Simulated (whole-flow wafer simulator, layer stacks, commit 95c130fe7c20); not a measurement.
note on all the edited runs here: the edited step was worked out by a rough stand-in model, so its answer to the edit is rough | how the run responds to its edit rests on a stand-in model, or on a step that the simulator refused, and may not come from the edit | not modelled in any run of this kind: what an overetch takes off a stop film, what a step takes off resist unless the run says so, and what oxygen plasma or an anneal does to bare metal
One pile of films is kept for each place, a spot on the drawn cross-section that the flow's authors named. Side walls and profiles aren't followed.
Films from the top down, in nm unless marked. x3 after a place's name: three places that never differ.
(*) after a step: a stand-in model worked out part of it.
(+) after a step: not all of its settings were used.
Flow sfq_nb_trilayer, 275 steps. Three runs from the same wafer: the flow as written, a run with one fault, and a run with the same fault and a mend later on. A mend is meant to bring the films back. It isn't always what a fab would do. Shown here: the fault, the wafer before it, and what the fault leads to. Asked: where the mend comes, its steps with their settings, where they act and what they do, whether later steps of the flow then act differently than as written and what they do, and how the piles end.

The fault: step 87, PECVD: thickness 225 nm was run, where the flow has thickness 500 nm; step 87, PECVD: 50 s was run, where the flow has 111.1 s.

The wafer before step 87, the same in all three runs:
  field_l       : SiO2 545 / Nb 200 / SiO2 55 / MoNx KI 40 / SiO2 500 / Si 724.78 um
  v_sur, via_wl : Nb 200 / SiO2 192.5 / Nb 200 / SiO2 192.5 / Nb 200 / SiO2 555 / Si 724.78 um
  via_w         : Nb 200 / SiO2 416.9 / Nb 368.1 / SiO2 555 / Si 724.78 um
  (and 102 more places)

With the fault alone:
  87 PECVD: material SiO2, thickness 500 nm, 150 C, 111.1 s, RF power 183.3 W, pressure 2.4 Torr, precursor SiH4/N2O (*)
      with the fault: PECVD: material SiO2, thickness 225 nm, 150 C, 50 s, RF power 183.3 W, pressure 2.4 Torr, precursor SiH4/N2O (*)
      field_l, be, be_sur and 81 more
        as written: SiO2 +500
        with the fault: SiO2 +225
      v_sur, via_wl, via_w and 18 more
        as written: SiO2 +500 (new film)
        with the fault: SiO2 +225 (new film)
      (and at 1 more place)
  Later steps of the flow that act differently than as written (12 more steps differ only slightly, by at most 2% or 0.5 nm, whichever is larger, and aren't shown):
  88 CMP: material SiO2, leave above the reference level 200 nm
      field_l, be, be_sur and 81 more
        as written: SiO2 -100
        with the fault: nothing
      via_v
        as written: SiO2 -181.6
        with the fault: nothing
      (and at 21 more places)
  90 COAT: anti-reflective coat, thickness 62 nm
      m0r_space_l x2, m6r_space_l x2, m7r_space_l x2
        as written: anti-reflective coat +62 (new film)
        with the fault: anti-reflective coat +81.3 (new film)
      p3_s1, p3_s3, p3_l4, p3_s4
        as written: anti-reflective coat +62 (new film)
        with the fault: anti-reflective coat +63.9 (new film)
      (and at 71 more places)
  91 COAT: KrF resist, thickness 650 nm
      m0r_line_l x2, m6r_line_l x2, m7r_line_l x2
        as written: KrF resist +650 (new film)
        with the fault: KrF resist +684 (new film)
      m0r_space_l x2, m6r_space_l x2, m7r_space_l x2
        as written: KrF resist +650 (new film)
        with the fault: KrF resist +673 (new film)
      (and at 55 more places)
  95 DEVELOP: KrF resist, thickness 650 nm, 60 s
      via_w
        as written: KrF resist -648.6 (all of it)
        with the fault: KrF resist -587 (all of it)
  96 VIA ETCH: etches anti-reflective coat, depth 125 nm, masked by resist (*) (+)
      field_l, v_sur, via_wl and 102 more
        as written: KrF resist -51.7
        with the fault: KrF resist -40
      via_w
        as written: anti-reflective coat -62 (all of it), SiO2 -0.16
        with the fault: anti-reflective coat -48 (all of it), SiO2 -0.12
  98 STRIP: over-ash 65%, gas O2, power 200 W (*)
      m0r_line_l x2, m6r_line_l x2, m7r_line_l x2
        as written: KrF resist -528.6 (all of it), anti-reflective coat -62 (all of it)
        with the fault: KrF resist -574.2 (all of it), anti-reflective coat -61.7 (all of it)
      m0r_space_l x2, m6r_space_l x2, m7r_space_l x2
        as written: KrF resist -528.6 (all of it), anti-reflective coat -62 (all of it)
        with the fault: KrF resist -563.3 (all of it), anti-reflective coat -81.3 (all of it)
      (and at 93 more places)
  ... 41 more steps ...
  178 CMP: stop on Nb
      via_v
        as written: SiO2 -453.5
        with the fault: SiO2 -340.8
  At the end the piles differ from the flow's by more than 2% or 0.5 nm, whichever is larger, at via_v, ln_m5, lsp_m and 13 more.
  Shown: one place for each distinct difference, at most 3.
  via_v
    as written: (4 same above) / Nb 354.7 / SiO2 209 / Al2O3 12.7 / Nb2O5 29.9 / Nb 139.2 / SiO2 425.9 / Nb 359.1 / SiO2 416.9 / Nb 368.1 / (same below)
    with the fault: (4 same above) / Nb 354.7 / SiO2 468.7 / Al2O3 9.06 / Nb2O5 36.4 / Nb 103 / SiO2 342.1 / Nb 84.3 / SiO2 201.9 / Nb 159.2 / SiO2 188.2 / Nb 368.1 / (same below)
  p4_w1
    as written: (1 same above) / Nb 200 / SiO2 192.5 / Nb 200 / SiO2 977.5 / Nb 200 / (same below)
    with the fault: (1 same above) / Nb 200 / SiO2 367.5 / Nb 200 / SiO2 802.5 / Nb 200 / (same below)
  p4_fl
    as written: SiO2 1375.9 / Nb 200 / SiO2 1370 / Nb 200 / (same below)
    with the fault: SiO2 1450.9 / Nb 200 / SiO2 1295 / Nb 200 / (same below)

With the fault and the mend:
  The mend comes after step 87.
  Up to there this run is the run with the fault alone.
  87a PECVD: material SiO2, thickness 275 nm, 150 C, 61.11 s, RF power 183.3 W, pressure 2.4 Torr, precursor SiH4/N2O (*) (the flow's step 87 once more, with other settings)
      field_l, v_sur, via_wl and 102 more
        SiO2 +275
      via_v
        SiO2 +266.8
  Later steps of the flow that act differently than as written:
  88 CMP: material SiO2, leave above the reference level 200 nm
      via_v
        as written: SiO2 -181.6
        with the mend: SiO2 -38
  At the end the piles are the same as the flow's at every place that both follow.
